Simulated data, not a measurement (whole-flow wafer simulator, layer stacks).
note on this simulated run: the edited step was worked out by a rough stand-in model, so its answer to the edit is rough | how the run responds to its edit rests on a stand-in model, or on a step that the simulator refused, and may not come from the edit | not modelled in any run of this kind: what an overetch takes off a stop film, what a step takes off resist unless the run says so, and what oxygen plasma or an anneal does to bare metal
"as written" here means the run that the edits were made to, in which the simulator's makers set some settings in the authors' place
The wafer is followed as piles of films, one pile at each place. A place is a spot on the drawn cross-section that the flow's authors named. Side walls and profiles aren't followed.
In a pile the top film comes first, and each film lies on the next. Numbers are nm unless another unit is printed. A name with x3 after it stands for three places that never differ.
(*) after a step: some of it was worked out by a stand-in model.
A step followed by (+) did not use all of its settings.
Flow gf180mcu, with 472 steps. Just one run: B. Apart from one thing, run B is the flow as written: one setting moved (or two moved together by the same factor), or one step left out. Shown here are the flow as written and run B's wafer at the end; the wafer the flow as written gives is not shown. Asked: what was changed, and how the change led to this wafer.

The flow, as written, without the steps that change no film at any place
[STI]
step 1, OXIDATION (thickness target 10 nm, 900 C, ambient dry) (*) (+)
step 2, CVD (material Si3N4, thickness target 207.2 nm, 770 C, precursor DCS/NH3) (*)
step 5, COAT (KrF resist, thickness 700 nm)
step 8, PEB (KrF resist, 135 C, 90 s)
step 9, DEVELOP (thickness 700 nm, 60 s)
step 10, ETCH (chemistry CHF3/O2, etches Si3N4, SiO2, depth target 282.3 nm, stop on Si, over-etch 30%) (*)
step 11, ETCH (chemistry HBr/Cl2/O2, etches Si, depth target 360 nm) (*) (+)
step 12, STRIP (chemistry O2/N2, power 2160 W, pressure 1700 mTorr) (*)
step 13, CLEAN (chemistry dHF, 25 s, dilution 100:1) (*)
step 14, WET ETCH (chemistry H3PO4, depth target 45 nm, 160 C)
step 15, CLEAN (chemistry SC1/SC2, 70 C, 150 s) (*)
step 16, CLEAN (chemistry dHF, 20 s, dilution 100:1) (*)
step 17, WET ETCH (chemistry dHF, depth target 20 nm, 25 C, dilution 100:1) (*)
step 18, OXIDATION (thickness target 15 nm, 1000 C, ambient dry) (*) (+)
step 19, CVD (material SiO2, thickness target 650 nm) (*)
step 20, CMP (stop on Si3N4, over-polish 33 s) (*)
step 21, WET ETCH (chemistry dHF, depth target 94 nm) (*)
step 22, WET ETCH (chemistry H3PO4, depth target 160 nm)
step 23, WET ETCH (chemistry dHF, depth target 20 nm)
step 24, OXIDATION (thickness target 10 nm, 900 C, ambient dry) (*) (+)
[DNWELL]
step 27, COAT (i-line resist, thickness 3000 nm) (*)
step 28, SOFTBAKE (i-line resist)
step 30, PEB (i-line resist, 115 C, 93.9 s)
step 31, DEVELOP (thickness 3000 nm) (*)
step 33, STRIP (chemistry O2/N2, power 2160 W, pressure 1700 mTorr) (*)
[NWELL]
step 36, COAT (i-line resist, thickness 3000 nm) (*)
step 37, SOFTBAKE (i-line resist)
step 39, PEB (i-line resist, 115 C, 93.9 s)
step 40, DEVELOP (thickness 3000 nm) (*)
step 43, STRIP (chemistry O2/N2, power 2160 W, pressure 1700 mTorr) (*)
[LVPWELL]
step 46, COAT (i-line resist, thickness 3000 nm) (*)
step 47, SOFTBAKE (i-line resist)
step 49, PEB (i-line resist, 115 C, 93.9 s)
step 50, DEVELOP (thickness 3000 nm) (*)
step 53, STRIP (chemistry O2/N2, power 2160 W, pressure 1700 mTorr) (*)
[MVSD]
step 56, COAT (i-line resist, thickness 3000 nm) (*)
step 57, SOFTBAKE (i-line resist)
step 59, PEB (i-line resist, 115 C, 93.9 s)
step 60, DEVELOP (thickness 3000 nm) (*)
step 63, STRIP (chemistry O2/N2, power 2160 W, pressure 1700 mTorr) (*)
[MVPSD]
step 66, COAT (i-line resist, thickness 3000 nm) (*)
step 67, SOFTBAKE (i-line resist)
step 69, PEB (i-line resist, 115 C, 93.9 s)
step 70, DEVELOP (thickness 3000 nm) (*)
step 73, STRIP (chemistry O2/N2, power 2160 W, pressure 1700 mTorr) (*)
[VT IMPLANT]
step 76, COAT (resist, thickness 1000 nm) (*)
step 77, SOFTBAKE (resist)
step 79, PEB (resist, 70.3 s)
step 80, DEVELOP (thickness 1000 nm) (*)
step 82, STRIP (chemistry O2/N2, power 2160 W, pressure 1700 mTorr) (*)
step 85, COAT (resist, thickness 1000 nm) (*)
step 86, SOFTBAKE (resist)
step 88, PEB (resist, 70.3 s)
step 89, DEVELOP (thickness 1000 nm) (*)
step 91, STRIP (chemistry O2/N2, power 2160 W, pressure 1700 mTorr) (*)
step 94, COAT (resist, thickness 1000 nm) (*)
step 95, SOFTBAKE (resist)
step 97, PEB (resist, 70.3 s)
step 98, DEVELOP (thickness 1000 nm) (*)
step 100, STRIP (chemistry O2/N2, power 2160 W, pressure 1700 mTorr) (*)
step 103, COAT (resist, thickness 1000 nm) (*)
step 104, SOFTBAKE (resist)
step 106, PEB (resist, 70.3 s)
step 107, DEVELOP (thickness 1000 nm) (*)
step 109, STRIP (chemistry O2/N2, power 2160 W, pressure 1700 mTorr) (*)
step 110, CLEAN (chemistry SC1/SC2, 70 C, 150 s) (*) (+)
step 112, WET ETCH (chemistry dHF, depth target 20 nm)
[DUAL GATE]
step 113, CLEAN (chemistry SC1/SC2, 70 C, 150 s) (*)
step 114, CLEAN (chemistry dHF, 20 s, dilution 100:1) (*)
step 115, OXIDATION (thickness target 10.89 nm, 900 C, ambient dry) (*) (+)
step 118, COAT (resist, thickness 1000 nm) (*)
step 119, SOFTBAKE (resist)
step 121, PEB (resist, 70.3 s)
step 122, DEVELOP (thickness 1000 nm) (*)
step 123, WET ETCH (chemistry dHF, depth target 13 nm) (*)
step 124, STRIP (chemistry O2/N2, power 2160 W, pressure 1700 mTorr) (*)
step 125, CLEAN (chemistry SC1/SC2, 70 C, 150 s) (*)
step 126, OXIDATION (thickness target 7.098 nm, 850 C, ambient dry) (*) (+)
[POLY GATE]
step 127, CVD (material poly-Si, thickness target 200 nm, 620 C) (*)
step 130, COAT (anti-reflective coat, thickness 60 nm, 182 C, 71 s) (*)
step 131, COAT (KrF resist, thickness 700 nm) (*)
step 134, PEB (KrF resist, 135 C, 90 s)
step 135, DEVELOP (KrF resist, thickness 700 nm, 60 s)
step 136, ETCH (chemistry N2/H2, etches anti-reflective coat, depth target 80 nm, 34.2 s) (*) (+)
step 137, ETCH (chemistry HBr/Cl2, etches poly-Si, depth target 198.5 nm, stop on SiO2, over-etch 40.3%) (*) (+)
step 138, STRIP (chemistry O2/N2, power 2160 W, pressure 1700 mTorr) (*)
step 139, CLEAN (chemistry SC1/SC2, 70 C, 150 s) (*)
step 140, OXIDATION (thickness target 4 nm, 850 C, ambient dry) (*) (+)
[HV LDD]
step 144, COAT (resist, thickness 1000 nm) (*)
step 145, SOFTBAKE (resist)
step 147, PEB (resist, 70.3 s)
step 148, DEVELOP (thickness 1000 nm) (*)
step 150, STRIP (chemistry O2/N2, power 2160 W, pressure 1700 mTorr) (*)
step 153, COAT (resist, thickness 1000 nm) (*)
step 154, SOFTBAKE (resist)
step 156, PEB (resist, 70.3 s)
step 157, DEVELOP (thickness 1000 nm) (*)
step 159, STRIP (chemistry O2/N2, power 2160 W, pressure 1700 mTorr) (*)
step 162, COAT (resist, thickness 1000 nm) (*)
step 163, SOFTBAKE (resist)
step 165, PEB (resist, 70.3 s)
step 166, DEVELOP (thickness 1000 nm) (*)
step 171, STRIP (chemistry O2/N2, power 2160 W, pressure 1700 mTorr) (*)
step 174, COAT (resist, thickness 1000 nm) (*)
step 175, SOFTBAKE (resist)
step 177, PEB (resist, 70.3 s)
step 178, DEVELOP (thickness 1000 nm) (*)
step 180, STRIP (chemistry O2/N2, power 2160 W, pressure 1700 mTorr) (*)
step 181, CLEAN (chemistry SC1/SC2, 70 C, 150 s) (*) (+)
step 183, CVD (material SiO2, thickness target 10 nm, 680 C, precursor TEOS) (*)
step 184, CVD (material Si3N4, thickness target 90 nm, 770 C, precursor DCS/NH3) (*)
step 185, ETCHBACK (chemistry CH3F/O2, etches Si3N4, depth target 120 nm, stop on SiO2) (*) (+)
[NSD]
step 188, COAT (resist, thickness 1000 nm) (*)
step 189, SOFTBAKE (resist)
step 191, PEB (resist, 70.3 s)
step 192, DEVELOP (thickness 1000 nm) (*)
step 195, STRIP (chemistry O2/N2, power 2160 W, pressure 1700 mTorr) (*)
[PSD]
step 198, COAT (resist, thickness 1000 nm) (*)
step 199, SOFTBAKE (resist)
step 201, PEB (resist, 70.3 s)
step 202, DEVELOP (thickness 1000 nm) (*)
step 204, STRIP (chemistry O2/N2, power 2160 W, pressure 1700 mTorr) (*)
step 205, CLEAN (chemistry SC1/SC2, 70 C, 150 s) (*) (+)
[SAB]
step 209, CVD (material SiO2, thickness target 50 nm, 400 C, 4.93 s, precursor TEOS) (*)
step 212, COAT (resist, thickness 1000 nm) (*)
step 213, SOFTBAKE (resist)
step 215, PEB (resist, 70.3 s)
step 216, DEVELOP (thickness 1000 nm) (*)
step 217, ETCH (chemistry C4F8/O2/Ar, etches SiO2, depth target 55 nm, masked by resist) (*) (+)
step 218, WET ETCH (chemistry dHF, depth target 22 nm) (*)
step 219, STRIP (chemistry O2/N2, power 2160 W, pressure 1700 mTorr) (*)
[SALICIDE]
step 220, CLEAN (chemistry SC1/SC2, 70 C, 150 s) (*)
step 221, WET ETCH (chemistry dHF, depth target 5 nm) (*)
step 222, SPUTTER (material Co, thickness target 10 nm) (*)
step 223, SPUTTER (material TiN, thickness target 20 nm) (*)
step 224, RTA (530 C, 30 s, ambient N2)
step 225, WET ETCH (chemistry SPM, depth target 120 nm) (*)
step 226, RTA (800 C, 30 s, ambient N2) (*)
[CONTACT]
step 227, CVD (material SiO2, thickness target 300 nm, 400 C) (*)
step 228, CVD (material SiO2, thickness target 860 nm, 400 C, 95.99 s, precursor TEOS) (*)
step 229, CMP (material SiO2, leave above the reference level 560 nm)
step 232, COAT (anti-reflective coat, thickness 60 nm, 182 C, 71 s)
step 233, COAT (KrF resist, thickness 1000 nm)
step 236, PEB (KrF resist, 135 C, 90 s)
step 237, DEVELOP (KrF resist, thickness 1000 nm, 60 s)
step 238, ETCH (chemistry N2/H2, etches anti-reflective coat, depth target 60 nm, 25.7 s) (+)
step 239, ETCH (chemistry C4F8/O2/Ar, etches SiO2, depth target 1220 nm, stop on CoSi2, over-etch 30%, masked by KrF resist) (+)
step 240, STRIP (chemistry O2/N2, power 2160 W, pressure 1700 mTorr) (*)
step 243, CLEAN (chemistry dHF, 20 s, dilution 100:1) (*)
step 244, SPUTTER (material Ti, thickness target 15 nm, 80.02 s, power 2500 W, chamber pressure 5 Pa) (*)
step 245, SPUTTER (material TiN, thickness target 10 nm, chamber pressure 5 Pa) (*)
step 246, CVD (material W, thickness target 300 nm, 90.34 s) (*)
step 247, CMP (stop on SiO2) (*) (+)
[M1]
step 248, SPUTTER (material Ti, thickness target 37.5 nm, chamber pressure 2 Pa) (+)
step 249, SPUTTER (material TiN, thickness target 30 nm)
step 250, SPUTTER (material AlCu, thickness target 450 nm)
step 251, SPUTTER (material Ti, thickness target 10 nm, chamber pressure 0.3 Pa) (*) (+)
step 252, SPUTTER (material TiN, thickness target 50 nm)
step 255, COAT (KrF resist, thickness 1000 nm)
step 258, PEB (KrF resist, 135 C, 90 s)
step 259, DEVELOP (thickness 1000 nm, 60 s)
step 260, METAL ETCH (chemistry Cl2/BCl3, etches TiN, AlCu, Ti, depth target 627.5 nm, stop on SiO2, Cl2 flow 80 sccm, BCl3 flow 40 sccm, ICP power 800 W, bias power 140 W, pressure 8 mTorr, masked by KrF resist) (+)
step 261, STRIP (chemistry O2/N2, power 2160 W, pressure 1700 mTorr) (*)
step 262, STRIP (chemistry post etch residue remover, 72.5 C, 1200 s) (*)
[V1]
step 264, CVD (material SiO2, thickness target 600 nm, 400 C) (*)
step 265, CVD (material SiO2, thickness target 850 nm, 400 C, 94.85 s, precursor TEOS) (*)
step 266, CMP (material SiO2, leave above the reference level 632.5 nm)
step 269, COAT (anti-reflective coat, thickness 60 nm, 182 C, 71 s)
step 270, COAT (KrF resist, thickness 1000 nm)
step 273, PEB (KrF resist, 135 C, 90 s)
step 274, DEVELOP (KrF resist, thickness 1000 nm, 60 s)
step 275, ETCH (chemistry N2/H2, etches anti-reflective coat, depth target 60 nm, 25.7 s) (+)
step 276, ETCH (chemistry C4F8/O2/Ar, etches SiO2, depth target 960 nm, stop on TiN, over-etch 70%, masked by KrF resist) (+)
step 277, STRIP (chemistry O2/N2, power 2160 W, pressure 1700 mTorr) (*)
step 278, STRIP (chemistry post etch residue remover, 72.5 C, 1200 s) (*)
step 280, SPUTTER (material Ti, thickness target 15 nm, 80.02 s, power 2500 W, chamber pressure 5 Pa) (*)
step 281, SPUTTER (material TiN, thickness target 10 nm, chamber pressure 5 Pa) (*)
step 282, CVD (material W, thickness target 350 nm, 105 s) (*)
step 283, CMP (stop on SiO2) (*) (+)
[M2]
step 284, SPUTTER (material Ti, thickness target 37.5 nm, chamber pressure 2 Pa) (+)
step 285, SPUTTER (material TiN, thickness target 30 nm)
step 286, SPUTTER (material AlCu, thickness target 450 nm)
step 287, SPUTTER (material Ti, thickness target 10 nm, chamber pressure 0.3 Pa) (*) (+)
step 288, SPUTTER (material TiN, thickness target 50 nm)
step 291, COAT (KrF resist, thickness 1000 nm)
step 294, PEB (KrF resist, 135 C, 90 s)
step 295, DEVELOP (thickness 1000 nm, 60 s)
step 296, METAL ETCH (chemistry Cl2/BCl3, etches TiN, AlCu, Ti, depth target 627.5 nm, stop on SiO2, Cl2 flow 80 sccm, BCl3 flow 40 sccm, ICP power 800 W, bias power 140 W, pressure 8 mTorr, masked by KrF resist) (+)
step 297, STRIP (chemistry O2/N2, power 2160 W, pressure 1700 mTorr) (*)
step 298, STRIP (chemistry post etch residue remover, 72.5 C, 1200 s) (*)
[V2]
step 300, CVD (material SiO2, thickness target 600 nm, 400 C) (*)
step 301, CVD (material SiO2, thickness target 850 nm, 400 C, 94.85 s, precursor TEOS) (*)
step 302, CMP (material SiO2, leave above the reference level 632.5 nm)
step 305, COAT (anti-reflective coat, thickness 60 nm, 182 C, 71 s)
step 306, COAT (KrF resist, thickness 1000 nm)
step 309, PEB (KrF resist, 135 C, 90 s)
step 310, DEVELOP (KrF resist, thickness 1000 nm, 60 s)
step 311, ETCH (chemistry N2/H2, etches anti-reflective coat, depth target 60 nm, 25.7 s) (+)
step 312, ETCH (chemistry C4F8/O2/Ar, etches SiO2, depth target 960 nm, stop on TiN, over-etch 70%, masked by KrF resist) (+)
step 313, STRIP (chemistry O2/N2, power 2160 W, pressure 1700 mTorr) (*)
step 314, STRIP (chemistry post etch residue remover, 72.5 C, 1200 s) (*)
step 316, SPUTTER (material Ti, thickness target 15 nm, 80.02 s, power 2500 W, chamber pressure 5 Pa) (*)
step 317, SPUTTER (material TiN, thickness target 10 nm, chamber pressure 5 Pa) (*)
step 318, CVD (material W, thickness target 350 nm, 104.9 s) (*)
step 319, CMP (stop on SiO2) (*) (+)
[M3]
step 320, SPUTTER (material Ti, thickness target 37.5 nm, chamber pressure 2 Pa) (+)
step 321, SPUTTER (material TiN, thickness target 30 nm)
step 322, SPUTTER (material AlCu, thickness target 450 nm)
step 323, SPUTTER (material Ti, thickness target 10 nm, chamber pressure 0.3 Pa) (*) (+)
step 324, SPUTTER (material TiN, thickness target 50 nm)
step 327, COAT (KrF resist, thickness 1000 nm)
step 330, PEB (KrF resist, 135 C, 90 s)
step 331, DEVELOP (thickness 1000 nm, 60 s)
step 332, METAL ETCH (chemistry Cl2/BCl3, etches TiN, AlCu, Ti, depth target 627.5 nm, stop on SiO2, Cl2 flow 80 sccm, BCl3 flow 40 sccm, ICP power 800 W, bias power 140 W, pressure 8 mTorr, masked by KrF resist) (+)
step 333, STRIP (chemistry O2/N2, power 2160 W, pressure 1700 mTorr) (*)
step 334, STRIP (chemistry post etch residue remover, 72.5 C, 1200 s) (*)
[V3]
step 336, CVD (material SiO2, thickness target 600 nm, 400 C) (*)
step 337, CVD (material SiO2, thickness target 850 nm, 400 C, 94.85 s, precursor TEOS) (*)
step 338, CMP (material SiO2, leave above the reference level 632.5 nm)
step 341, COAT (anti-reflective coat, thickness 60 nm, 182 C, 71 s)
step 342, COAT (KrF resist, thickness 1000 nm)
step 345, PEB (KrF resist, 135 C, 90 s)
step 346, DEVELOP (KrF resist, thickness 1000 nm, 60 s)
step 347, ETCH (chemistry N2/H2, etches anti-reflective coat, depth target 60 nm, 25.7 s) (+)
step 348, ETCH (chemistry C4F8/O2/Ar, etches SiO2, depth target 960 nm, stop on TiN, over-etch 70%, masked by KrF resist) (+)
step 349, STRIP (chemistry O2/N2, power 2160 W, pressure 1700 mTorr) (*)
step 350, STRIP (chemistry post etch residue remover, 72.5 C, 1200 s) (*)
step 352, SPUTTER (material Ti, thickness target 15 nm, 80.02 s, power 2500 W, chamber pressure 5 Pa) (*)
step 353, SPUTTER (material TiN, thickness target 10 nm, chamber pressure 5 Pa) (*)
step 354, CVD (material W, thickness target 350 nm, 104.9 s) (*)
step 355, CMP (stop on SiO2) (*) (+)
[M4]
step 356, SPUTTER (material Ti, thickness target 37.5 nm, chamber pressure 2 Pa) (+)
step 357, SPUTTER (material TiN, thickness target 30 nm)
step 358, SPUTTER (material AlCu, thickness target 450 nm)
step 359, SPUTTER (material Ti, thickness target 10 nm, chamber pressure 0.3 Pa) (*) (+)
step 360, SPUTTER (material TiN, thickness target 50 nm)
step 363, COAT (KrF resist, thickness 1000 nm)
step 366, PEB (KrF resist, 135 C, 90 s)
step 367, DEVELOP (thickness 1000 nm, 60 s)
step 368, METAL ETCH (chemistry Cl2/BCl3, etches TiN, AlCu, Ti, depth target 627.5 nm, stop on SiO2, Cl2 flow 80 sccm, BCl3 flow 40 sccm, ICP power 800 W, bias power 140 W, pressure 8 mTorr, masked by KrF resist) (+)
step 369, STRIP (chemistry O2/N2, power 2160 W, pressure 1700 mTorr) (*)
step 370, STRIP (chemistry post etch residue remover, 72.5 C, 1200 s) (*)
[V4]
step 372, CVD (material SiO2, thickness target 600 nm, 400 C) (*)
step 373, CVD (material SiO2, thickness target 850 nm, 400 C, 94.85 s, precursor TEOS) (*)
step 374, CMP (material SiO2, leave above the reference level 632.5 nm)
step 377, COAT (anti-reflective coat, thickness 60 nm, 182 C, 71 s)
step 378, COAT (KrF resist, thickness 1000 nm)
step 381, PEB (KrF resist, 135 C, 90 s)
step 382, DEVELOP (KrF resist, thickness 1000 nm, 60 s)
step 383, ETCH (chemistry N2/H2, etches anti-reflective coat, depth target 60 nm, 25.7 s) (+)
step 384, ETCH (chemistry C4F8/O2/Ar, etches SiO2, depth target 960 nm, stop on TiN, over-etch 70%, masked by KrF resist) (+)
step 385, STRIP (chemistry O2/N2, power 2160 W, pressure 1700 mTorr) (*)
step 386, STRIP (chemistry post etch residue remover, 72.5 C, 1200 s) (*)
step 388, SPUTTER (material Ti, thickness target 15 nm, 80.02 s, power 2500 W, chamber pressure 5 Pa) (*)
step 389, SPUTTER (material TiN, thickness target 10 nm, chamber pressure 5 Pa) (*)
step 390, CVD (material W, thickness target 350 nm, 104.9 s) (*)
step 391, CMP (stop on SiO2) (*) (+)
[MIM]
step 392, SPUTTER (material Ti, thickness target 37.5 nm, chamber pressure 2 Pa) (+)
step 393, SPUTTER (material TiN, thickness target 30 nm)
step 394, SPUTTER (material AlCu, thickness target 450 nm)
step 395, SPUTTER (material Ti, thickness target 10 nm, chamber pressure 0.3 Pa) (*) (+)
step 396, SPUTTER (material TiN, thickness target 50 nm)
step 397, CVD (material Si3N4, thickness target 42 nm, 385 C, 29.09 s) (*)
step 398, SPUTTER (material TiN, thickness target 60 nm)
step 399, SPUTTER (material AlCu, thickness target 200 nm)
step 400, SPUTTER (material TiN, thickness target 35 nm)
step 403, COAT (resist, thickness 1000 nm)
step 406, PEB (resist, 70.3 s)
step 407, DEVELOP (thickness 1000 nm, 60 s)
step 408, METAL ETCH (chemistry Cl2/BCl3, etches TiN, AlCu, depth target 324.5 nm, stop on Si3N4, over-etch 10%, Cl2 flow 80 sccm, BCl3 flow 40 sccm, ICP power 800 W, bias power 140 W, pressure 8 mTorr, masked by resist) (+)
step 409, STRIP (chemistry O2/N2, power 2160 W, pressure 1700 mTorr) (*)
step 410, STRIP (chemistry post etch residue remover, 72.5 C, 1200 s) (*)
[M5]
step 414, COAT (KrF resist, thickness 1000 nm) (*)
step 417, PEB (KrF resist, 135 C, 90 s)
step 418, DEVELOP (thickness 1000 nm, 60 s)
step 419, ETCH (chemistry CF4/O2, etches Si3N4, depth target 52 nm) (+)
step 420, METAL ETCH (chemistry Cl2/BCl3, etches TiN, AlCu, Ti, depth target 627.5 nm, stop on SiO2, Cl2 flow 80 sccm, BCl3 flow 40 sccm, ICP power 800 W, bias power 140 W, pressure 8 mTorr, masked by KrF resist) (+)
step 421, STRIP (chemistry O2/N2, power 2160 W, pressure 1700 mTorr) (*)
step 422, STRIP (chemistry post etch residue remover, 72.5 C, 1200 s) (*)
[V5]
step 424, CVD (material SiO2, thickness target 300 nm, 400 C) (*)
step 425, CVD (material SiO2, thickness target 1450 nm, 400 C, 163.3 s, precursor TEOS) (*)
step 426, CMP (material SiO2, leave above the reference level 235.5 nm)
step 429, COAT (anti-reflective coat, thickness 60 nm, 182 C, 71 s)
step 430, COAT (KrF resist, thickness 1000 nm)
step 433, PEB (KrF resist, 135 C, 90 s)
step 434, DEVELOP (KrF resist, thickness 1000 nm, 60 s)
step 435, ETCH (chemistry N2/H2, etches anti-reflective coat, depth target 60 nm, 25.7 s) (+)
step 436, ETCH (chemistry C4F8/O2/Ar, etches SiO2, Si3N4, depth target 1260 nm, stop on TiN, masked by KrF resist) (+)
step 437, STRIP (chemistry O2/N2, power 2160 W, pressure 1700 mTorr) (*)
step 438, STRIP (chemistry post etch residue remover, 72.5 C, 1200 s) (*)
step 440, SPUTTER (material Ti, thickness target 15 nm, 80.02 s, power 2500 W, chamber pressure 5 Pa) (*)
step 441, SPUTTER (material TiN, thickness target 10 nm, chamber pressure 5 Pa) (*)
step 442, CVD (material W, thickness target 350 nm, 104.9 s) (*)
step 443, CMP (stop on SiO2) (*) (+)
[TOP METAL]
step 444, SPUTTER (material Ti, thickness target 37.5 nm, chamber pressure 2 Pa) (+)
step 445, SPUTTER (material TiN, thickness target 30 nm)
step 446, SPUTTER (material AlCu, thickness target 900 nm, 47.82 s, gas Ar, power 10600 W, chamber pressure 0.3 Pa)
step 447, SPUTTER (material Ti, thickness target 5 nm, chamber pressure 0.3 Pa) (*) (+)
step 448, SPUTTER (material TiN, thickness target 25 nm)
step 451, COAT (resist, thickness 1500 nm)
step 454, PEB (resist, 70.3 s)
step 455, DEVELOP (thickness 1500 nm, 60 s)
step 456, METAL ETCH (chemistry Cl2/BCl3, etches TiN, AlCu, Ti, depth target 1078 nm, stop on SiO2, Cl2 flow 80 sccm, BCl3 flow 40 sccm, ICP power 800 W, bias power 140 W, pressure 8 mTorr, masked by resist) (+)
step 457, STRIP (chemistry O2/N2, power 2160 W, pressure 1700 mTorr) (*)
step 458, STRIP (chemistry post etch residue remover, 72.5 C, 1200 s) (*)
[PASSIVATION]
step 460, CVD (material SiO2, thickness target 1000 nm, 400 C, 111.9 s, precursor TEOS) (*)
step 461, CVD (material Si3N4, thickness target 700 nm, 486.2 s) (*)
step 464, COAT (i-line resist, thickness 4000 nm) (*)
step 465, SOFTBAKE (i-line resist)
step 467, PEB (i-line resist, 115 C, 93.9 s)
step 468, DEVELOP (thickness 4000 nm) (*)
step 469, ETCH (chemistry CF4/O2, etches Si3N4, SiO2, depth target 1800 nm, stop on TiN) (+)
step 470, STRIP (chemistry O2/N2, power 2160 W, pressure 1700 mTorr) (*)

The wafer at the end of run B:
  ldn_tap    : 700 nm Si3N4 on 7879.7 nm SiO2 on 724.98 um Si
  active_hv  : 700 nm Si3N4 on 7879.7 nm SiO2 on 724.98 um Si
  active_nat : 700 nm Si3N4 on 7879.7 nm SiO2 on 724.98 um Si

The reason: step 218, WET ETCH: depth target 10.4 nm was run, though the flow has depth target 22 nm.

Step by step, how the change led to this:
  step 218, WET ETCH (chemistry dHF, depth target 22 nm) (*)
      ldn_tap, ldn_src, ldn_drn, ldp_tap, ldp_src, ldp_drn, ldp_gr: SiO2 loses 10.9 (as written it would have been: SiO2 loses 16 (all of it))
      ld_drn_n, ld_sd_p: SiO2 loses 10.6 (as written it would have been: SiO2 loses 14.8 (all of it))
      (and at 56 other places as well)
  step 219, STRIP (chemistry O2/N2, power 2160 W, pressure 1700 mTorr) (*)
      active_hv, active_nat, ld_sd_n and 11 more: nothing (as written it would have been: chemical SiO2 gains 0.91 (new film), Si loses 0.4)
  step 221, WET ETCH (chemistry dHF, depth target 5 nm) (*)
      active_hv, active_nat, ld_sd_n and 10 more: SiO2 loses 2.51 (as written it would have been: chemical SiO2 loses 0.76 (all of it))
      ld_drn_p: SiO2 loses 1 (all of it) (as written it would have been: chemical SiO2 loses 0.76 (all of it))
  step 223, SPUTTER (material TiN, thickness target 20 nm) (*)
      field__w12: TiN gains 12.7 (new film) (as written it would have been: TiN gains 12 (new film))
      ld_sd_n: TiN gains 16.3 (new film) (as written it would have been: TiN gains 15.5 (new film))
  step 224, RTA (530 C, 30 s, ambient N2)
      ldn_tap, ldn_src, ldn_drn, ldp_tap, ldp_src, ldp_drn, ldp_gr: nothing (as written it would have been: under 1 film: CoSi gains 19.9 (new film), Co loses 10 (all of it), Si loses 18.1)
      active_hv: nothing (as written it would have been: under 1 film: CoSi gains 19 (new film), Co loses 9.55 (all of it), Si loses 17.3)
      (and at 5 other places as well)
  step 225, WET ETCH (chemistry SPM, depth target 120 nm) (*)
      ldn_tap, ldn_src, ldn_drn, ldp_tap, ldp_src, ldp_drn, ldp_gr: TiN loses 20 (all of it), Co loses 10 (all of it) (as written it would have been: TiN loses 20 (all of it))
      active_hv: TiN loses 19 (all of it), Co loses 9.55 (all of it) (as written it would have been: TiN loses 19 (all of it))
      (and at 6 other places as well)
  step 226, RTA (800 C, 30 s, ambient N2) (*)
      ldn_tap, ldn_src, ldn_drn, ldp_tap, ldp_src, ldp_drn, ldp_gr: nothing (as written it would have been: CoSi2 gains 35 (new film), CoSi loses 19.9 (all of it), Si loses 18.1)
      active_hv: nothing (as written it would have been: CoSi2 gains 33.4 (new film), CoSi loses 19 (all of it), Si loses 17.3)
      (and at 5 other places as well)
  step 227, CVD (material SiO2, thickness target 300 nm, 400 C) (*)
      active_hv, active_nat, ld_sd_n and 10 more: SiO2 gains 300 (as written it would have been: SiO2 gains 300 (new film))
  step 229, CMP (material SiO2, leave above the reference level 560 nm)
      ldn_sep__w1, ldn_sep__w2, ldn_dft and 8 more: SiO2 loses 323.8 (as written it would have been: SiO2 loses 311)
      sti, mim_1p0, pad, dice_street, iso_nw_fld, iso_fld_sub: SiO2 loses 309.6 (as written it would have been: SiO2 loses 296.8)
      (and at 34 other places as well)
With metal films that touch counted as one body, ldn_tap has 0 bodies; the flow as written gives 1 body.
With metal films that touch counted as one body, active_hv has 0 bodies; the flow as written gives 1 body.
With metal films that touch counted as one body, active_nat has 0 bodies; the flow as written gives 1 body.
